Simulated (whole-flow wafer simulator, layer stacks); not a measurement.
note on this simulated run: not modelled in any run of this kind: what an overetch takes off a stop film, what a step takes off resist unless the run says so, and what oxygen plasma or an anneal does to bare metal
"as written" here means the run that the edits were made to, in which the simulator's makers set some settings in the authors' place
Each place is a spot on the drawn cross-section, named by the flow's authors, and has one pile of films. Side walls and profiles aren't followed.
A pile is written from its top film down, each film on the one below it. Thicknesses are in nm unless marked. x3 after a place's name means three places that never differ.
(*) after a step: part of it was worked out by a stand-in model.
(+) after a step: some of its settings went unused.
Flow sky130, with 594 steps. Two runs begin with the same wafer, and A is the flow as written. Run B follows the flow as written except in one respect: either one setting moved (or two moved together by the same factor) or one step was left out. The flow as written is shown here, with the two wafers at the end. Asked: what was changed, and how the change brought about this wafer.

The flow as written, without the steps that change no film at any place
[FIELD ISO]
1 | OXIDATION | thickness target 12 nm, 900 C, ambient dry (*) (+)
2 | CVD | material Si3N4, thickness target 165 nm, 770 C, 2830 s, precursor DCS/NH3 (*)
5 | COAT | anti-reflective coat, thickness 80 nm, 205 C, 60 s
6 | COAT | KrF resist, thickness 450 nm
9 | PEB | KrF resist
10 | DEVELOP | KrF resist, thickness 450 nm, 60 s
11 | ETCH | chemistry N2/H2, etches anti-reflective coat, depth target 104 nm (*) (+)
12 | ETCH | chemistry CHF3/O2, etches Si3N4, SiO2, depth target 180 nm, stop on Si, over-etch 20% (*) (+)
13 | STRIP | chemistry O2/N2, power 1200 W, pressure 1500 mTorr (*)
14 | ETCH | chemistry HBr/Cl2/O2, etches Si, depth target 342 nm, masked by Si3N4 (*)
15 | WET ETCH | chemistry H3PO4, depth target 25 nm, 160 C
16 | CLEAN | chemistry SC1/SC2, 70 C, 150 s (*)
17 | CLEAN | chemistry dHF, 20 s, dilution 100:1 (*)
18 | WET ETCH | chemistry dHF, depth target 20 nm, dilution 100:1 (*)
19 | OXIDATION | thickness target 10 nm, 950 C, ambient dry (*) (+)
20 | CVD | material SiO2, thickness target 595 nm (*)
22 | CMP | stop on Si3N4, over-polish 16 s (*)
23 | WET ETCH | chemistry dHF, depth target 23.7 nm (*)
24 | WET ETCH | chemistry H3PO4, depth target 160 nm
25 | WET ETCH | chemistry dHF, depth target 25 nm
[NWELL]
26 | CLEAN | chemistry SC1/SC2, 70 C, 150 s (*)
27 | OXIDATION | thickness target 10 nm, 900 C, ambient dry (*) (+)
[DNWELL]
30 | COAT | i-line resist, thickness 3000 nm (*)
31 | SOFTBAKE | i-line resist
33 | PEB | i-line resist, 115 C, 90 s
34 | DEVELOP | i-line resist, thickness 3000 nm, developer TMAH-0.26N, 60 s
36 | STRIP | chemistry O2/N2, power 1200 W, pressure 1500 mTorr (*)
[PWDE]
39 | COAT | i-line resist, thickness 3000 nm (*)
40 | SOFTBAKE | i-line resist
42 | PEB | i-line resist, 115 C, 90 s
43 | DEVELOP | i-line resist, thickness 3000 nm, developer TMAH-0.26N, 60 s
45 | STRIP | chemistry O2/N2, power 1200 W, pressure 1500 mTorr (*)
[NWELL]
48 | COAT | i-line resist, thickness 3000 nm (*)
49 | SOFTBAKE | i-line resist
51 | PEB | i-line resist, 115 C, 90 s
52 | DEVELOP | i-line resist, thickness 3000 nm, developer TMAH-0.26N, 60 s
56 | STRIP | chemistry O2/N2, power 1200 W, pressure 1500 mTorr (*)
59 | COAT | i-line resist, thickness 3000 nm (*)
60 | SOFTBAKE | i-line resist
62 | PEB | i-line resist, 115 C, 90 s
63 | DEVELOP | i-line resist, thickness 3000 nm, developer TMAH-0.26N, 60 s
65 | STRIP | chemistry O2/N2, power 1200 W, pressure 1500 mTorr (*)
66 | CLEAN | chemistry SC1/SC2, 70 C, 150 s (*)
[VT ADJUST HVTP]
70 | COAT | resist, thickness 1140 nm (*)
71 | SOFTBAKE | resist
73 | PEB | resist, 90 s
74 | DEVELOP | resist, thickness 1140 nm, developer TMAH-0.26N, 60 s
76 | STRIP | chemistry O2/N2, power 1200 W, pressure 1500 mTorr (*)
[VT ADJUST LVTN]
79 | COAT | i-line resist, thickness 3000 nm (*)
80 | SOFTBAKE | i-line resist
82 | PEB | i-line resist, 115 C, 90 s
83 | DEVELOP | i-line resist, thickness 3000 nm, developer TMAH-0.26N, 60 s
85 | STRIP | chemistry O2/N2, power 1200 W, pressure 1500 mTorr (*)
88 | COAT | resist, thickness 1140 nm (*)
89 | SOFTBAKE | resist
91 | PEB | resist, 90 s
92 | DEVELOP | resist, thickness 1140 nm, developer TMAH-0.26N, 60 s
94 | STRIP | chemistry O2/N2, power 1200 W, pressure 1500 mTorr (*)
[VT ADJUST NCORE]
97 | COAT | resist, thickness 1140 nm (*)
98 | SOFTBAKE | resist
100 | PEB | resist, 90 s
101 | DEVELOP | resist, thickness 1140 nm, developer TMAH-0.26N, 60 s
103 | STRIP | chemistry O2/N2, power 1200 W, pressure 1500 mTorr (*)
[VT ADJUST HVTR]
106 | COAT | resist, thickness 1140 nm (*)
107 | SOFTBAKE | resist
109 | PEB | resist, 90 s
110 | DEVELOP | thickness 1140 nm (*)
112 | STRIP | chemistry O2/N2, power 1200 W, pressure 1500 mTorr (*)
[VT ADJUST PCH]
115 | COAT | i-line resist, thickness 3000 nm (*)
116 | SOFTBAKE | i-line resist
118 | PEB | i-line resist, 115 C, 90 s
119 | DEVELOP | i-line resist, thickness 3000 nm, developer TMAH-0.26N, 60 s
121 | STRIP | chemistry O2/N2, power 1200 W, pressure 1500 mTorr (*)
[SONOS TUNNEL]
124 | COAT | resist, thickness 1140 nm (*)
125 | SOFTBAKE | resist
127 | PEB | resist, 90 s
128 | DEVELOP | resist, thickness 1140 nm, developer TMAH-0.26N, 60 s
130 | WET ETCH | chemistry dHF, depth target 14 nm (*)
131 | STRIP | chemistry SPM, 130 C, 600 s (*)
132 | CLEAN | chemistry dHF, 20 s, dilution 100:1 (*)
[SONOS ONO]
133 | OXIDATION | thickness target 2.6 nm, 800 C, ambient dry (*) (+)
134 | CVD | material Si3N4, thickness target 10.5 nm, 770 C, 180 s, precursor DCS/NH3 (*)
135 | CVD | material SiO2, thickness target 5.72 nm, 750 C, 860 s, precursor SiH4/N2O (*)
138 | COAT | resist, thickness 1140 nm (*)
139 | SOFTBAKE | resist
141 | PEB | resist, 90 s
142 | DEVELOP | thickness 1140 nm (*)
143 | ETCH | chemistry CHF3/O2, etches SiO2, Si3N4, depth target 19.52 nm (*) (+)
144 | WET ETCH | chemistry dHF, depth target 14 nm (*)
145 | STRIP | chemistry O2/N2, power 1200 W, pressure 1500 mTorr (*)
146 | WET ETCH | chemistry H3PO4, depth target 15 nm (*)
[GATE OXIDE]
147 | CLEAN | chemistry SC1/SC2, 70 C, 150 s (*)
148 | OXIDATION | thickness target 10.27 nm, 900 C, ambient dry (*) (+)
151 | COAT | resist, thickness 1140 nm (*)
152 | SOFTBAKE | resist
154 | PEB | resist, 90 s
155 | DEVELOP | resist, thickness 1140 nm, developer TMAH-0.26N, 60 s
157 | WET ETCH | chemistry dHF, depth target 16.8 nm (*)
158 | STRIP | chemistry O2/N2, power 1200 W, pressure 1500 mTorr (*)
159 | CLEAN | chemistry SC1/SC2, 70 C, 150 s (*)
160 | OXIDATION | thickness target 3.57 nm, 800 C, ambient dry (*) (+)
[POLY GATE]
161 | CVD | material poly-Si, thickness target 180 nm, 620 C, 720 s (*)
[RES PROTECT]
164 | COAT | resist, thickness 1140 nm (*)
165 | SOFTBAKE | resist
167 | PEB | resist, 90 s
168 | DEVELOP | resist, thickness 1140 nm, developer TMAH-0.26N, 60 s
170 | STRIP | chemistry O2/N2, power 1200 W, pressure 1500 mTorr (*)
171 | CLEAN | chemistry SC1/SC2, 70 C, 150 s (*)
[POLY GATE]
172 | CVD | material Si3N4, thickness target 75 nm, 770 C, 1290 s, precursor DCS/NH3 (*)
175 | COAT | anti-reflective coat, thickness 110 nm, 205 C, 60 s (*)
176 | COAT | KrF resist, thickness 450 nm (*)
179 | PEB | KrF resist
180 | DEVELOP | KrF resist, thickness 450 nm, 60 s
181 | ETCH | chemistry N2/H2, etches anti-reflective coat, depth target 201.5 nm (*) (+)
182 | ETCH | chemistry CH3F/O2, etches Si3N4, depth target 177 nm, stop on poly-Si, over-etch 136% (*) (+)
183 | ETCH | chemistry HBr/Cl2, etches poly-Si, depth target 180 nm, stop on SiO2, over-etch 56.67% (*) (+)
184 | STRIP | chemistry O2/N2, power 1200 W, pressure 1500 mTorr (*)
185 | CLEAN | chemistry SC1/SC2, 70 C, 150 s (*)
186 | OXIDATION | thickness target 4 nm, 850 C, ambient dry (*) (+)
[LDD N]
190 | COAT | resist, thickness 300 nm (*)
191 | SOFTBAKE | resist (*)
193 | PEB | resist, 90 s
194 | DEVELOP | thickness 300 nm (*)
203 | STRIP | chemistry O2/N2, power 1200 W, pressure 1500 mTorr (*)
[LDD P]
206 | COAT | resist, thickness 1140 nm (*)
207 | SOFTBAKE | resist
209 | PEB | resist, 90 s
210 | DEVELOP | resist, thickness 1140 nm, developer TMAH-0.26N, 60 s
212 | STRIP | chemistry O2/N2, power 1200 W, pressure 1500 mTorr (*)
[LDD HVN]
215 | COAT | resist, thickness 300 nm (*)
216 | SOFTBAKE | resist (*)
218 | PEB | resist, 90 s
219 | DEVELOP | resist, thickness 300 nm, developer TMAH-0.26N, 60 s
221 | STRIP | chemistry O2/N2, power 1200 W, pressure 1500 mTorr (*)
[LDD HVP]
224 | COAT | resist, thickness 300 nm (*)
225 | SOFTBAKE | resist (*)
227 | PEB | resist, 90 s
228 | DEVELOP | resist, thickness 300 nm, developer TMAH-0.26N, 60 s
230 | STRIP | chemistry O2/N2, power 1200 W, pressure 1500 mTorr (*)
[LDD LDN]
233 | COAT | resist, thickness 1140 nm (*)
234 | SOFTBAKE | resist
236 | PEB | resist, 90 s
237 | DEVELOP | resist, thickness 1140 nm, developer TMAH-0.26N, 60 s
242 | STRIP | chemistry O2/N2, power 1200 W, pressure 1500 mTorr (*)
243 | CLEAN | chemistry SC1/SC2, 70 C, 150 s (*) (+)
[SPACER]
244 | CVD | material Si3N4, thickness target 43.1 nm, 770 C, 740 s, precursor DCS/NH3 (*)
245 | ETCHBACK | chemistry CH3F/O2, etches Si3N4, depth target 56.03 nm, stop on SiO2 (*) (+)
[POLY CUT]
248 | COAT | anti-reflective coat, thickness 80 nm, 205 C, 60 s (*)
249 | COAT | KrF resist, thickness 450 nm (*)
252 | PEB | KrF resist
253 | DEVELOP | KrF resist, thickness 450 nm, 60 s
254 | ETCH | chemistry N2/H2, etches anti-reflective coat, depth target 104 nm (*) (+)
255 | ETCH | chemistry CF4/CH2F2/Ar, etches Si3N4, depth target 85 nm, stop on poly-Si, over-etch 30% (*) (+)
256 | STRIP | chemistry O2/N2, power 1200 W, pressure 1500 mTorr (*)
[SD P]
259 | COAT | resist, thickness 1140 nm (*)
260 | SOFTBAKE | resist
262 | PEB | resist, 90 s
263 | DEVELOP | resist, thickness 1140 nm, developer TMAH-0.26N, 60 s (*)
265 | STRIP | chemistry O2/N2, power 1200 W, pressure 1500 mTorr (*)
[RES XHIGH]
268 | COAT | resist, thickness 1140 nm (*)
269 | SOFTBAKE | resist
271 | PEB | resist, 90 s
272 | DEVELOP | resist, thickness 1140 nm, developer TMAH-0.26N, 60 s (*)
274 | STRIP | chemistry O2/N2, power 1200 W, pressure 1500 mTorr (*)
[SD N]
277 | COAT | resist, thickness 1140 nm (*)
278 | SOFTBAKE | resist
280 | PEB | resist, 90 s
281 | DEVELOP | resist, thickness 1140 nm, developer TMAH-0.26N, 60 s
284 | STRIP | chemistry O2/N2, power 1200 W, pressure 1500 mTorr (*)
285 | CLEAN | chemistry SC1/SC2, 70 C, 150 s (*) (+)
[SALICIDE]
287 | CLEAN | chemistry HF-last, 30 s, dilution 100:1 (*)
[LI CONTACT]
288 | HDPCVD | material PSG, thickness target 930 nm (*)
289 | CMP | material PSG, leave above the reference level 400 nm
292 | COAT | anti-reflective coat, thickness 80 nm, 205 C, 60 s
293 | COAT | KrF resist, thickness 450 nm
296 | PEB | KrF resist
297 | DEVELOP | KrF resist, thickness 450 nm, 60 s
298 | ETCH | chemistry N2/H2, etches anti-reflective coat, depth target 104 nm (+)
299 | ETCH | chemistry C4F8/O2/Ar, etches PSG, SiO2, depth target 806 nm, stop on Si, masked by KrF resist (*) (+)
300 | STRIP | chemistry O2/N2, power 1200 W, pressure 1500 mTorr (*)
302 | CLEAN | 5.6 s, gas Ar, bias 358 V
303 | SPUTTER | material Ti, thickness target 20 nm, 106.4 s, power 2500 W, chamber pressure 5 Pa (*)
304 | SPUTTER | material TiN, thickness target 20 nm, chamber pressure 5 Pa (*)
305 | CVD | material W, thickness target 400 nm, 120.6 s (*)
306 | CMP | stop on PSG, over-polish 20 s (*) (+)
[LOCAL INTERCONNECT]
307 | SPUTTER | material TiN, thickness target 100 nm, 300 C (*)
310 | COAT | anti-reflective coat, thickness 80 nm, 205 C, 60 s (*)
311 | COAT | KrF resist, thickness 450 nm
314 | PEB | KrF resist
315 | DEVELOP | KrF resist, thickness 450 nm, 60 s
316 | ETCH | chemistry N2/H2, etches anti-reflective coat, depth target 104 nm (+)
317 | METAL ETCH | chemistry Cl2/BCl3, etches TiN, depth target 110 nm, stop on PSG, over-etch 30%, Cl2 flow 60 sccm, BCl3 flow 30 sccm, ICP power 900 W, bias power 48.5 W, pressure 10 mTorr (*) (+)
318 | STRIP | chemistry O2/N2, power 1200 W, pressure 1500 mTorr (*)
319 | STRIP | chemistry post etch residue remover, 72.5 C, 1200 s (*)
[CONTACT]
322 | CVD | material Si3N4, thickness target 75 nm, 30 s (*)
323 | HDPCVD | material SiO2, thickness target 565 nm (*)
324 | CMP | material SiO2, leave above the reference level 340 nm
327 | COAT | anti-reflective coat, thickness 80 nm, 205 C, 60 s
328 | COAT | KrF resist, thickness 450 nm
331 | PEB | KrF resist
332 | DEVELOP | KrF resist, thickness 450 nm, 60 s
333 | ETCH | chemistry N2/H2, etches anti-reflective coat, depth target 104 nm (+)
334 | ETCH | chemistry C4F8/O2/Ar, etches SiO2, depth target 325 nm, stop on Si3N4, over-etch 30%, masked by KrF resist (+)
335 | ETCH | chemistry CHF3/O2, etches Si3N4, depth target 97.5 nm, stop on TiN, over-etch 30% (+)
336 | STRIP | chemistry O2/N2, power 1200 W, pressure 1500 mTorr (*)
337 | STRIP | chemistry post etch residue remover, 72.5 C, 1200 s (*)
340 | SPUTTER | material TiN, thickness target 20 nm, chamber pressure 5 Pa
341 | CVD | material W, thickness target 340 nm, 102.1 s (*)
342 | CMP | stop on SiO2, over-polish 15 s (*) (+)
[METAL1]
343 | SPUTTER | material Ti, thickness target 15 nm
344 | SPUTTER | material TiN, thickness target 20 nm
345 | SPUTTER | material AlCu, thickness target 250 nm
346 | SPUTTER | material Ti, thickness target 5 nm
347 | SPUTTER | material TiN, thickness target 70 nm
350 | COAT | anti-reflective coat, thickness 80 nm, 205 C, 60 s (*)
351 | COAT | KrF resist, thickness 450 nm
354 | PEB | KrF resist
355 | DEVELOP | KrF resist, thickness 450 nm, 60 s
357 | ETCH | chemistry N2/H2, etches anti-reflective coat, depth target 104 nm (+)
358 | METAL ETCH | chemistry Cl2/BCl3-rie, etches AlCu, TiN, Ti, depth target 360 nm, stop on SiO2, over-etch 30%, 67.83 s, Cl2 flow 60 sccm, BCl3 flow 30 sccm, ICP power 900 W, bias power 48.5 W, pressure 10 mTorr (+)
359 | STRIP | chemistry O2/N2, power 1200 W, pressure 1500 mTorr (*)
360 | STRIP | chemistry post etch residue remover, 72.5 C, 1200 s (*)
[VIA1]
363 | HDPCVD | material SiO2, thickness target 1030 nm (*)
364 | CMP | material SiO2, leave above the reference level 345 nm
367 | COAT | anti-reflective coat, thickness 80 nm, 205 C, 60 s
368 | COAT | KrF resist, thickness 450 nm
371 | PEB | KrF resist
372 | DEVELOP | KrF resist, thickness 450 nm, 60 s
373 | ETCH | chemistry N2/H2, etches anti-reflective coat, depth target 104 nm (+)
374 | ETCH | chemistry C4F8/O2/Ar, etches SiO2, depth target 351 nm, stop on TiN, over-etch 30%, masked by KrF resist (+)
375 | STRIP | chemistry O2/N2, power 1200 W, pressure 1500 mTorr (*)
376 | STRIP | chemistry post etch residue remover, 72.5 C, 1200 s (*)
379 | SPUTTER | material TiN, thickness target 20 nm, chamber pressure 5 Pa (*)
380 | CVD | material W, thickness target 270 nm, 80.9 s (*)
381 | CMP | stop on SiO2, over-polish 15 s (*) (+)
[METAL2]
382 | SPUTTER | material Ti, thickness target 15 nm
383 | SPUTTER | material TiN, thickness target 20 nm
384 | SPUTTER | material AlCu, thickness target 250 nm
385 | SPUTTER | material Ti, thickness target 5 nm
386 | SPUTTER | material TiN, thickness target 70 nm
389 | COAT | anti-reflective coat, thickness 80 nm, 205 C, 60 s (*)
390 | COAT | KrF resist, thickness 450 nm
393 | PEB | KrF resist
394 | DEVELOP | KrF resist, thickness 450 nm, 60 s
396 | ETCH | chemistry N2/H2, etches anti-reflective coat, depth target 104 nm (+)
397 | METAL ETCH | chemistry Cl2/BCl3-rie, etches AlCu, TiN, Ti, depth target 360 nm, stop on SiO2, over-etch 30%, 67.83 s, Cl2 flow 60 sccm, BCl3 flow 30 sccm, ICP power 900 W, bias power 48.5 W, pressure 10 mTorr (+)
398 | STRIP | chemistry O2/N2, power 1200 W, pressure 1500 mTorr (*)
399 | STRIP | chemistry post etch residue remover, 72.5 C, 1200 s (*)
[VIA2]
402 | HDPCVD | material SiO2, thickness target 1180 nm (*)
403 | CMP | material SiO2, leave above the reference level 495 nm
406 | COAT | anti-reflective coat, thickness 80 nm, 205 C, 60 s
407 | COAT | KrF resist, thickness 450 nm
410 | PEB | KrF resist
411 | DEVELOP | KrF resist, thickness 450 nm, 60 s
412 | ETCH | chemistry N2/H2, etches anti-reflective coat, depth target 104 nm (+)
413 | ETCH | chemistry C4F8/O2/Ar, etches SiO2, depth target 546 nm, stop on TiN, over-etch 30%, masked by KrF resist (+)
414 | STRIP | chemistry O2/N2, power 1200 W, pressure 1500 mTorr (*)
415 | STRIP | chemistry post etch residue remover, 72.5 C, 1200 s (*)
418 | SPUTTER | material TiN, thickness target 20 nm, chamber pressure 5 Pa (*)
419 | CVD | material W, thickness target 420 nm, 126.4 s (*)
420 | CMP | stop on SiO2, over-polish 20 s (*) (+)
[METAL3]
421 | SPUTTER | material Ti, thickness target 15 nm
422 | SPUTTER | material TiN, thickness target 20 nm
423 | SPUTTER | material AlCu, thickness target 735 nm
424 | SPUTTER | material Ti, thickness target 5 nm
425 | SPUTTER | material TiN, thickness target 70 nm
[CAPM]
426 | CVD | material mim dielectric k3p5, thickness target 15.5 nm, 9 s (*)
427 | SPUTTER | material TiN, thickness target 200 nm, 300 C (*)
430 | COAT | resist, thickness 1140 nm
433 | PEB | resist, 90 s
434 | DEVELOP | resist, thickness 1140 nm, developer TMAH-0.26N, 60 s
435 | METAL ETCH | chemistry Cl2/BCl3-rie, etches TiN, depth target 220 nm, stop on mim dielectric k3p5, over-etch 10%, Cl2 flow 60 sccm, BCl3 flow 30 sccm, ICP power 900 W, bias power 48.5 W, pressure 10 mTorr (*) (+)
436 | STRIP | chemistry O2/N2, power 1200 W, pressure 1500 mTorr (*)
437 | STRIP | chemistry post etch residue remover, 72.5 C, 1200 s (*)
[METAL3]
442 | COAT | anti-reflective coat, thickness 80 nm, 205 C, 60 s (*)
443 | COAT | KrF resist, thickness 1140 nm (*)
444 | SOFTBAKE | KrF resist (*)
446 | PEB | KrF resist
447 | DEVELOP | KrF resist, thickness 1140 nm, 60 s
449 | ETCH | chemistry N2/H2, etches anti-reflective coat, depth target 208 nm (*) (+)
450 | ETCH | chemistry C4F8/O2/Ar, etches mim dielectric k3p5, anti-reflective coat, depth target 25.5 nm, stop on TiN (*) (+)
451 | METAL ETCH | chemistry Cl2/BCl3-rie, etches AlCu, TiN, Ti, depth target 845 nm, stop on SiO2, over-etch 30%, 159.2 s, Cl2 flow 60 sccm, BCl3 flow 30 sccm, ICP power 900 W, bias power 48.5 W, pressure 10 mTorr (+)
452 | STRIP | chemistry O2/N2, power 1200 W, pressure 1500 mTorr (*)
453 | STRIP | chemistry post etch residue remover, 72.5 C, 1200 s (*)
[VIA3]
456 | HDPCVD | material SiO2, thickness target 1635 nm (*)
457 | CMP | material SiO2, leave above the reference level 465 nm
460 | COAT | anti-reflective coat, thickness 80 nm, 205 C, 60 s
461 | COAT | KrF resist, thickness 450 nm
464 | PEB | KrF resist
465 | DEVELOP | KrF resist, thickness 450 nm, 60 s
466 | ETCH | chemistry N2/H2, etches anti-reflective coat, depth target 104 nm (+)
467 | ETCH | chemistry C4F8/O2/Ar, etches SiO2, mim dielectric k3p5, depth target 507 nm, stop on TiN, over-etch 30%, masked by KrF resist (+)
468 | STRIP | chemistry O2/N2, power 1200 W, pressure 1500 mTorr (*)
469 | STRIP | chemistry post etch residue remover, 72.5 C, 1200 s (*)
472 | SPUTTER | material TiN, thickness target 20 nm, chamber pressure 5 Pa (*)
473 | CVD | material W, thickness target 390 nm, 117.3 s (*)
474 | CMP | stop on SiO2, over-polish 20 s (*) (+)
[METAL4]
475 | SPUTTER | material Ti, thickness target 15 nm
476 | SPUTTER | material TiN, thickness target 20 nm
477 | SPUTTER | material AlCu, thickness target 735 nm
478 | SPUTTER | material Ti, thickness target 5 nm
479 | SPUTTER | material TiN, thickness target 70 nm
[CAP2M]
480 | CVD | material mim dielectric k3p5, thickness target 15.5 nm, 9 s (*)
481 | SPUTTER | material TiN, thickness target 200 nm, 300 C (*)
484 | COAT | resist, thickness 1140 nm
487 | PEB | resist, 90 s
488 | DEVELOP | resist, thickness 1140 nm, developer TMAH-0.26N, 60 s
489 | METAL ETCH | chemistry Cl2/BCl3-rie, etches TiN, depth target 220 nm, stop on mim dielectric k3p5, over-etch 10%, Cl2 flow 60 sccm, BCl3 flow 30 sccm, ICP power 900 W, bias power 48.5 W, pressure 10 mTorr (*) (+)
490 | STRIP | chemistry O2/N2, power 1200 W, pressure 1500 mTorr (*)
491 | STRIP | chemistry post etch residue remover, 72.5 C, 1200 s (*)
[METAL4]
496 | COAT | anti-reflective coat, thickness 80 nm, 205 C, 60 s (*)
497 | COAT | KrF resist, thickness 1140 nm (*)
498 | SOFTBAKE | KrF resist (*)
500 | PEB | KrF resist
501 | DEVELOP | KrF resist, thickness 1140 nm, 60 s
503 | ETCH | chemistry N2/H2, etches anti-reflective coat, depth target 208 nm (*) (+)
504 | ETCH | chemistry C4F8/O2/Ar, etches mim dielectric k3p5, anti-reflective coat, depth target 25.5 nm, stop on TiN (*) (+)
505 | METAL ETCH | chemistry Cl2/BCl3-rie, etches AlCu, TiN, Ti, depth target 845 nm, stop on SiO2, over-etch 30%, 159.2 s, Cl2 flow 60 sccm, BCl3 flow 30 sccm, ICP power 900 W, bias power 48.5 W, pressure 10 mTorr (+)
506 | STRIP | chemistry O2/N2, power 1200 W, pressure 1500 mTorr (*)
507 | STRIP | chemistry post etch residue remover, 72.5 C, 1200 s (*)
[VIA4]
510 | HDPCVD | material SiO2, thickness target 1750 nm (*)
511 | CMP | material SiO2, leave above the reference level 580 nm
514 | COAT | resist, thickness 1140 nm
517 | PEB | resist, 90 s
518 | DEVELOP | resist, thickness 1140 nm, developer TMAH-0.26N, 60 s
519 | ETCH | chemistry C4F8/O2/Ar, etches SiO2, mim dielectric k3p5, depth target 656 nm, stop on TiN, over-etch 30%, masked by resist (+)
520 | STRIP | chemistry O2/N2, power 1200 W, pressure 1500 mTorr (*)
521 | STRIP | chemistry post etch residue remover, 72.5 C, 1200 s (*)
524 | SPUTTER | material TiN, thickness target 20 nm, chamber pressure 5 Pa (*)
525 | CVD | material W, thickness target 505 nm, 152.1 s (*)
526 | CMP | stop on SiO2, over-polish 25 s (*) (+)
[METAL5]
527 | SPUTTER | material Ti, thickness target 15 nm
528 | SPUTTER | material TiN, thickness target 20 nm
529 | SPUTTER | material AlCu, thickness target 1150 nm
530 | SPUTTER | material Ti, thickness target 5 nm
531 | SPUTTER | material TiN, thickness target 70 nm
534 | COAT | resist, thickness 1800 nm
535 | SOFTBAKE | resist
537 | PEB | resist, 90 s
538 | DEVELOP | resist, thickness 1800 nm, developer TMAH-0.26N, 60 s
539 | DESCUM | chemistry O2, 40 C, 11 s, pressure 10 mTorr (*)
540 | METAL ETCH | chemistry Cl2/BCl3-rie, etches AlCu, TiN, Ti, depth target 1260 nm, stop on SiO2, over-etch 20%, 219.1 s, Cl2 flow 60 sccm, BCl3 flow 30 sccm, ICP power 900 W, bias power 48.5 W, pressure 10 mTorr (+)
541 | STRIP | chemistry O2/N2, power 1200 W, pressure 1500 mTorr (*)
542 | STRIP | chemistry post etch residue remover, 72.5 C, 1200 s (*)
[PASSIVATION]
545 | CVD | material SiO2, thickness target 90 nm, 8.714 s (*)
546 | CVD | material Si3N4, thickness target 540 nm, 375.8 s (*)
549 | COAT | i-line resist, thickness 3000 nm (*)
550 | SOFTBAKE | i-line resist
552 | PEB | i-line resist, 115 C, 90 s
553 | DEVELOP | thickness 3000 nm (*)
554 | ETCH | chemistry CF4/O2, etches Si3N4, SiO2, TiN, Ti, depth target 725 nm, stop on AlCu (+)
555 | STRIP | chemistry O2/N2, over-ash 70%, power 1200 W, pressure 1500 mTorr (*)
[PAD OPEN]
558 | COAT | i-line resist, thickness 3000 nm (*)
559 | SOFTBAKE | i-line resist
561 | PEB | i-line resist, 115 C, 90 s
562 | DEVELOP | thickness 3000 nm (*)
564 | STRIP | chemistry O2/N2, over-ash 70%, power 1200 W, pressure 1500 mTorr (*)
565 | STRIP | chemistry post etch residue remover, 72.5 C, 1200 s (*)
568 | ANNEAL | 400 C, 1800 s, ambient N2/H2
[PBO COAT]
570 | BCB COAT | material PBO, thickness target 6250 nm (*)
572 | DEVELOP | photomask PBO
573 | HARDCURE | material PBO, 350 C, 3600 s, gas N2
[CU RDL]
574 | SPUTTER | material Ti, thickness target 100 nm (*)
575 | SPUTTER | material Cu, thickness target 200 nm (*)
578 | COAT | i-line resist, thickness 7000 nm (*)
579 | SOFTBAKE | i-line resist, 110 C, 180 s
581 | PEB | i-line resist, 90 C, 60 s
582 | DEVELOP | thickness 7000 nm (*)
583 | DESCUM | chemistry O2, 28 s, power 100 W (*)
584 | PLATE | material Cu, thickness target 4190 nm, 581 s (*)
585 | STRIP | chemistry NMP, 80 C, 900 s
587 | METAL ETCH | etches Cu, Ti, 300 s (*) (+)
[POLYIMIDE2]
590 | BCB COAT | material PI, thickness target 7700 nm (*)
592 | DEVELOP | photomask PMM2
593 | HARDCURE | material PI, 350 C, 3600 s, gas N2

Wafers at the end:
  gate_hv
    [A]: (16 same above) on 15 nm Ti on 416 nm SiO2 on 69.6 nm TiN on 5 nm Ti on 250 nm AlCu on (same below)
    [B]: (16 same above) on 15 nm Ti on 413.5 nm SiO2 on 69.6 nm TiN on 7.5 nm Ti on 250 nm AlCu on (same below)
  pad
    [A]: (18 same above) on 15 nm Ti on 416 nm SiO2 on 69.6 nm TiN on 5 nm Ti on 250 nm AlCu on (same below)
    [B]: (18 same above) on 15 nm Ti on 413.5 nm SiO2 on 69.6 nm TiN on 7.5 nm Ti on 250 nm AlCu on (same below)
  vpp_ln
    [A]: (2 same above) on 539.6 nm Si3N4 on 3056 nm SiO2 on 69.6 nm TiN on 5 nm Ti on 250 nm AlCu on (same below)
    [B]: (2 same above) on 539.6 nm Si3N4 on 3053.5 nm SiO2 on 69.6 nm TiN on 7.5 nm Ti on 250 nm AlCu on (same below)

Cause: step 385, SPUTTER: thickness target 7.5 nm was run, while the flow as written has thickness target 5 nm.
The wafer itself shows it: gate_hv has Ti 7.5, and step 385 as written asks for 5 nm.

How this came from the change, step by step:
  385 | SPUTTER | material Ti, thickness target 5 nm
      field, active, n_well and 188 more: A Ti gains 5 (new film) | B Ti gains 7.5 (new film)
  397 | METAL ETCH | chemistry Cl2/BCl3-rie, etches AlCu, TiN, Ti, depth target 360 nm, stop on SiO2, over-etch 30%, 67.83 s, Cl2 flow 60 sccm, BCl3 flow 30 sccm, ICP power 900 W, bias power 48.5 W, pressure 10 mTorr (+)
      field, active, gate and 82 more: A TiN loses 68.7 (all of it), Ti loses 5 (all of it), AlCu loses 250 (all of it), TiN loses 20 (all of it), Ti loses 15 (all of it), SiO2 loses 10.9 | B TiN loses 68.7 (all of it), Ti loses 7.5 (all of it), AlCu loses 250 (all of it), TiN loses 20 (all of it), Ti loses 15 (all of it), SiO2 loses 10.7
